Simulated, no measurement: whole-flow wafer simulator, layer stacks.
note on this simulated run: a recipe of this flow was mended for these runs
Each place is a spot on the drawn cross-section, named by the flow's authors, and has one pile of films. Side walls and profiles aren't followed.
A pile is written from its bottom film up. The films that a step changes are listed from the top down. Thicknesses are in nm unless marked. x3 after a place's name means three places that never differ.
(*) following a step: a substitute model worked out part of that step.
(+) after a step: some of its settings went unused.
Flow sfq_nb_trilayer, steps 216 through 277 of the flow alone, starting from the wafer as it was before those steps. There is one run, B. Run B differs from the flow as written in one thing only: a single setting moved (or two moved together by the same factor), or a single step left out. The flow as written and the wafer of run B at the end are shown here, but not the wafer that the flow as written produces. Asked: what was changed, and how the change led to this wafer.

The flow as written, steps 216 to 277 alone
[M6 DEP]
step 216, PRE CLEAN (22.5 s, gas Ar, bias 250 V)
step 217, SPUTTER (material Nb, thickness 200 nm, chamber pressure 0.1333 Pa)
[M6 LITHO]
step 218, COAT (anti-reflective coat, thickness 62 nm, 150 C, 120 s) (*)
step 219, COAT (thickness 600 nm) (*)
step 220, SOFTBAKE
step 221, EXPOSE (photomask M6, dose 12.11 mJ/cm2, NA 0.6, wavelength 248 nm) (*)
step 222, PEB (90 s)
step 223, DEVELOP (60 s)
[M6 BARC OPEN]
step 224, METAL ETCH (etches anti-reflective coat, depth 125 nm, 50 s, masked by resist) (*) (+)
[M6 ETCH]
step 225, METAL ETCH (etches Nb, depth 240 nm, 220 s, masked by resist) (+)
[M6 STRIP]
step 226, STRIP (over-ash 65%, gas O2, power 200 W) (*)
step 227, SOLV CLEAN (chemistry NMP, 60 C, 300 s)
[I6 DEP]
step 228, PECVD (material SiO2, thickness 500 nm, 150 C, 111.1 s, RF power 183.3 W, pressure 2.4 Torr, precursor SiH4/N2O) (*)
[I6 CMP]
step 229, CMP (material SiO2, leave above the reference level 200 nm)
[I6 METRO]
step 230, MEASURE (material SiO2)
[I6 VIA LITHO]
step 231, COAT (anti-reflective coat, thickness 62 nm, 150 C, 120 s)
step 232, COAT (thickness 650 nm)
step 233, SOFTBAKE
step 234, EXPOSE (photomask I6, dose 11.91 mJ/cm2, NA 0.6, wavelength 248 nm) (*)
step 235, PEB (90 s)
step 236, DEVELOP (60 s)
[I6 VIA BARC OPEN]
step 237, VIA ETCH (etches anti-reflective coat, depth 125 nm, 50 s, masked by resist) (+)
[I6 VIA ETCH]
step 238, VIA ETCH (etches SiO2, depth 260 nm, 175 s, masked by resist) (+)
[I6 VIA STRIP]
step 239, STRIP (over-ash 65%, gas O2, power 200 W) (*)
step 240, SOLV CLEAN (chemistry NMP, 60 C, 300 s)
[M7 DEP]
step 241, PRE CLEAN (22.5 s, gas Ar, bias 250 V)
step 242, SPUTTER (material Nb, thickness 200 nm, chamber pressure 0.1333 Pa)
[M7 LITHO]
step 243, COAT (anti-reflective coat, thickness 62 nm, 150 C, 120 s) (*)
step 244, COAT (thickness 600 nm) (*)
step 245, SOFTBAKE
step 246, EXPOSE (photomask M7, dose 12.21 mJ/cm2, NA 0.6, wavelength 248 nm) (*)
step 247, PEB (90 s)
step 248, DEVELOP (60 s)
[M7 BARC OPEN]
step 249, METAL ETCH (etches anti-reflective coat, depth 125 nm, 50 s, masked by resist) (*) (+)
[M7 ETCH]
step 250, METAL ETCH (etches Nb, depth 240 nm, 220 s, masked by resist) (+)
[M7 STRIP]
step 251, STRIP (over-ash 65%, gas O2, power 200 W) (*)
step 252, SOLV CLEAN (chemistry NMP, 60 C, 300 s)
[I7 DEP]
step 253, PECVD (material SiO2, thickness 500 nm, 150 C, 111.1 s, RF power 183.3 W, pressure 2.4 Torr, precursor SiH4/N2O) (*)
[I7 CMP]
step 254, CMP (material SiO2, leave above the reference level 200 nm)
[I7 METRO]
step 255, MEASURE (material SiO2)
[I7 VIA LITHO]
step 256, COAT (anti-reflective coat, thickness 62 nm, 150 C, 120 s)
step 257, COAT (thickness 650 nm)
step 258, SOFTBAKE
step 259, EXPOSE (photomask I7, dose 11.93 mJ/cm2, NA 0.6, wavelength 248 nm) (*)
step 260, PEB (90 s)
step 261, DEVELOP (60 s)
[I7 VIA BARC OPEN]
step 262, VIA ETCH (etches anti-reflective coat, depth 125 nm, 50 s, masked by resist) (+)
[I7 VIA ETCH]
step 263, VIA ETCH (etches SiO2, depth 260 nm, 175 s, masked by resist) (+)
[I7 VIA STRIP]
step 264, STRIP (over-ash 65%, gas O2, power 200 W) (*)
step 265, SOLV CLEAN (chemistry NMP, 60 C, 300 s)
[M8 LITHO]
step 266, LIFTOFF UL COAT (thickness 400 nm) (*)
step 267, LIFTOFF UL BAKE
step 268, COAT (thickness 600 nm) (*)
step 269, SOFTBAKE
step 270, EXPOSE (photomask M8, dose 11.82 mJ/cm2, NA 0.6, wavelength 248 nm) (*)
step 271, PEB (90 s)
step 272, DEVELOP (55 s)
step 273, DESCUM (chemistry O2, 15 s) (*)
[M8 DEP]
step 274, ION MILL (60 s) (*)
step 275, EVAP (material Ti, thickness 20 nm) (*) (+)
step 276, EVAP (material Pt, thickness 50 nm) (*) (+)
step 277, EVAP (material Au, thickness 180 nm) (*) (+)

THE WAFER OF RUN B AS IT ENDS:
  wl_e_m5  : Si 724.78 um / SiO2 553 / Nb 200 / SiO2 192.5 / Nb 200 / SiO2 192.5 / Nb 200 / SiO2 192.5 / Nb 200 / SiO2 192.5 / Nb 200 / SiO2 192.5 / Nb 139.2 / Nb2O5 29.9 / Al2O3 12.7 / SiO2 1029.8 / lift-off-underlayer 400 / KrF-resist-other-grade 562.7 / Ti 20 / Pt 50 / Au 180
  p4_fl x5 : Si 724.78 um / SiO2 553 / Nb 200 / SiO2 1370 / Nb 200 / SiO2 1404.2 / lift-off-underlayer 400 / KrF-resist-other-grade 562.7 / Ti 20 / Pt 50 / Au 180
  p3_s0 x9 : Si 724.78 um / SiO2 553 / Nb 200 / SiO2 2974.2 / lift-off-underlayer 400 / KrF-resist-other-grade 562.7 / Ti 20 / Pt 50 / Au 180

Cause: step 217, SPUTTER: thickness 230 nm was run, though the flow has thickness 200 nm.

Step by step, how the change led to this:
  step 217, SPUTTER (material Nb, thickness 200 nm, chamber pressure 0.1333 Pa)
      field_l, v_sur, via_wl and 100 more: Nb gains 230 (new film) (as written it would have been: Nb gains 200 (new film))
      be: Nb gains 167.3 (as written it would have been: Nb gains 145.8)
      (also at 2 further places)
  step 218, COAT (anti-reflective coat, thickness 62 nm, 150 C, 120 s) (*)
      wire: anti-reflective coat gains 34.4 (new film) (as written it would have been: anti-reflective coat gains 33.4 (new film))
  step 225, METAL ETCH (etches Nb, depth 240 nm, 220 s, masked by resist) (+)
      field_l, gap, moat and 76 more: Nb loses 230 (all of it), SiO2 loses 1 (as written it would have been: Nb loses 200 (all of it), SiO2 loses 4)
  step 226, STRIP (over-ash 65%, gas O2, power 200 W) (*)
      wire: KrF-resist-other-grade loses 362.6 (all of it), anti-reflective coat loses 34.4 (all of it) (as written it would have been: KrF-resist-other-grade loses 363.9 (all of it), anti-reflective coat loses 33.4 (all of it))
  step 228, PECVD (material SiO2, thickness 500 nm, 150 C, 111.1 s, RF power 183.3 W, pressure 2.4 Torr, precursor SiH4/N2O) (*)
      gap, wl_a_sl, m6r_space_l x2: SiO2 gains 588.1 (as written it would have been: SiO2 gains 561.1)
  step 229, CMP (material SiO2, leave above the reference level 200 nm)
      field_l, p4_fl x5, p4_w1 x9 and 47 more: SiO2 loses 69 (as written it would have been: SiO2 loses 96)
      moat, field_r, lsp_l, ln_m5, lsp_m: SiO2 loses 61.6 (as written it would have been: SiO2 loses 89.5)
      (also at 8 further places)
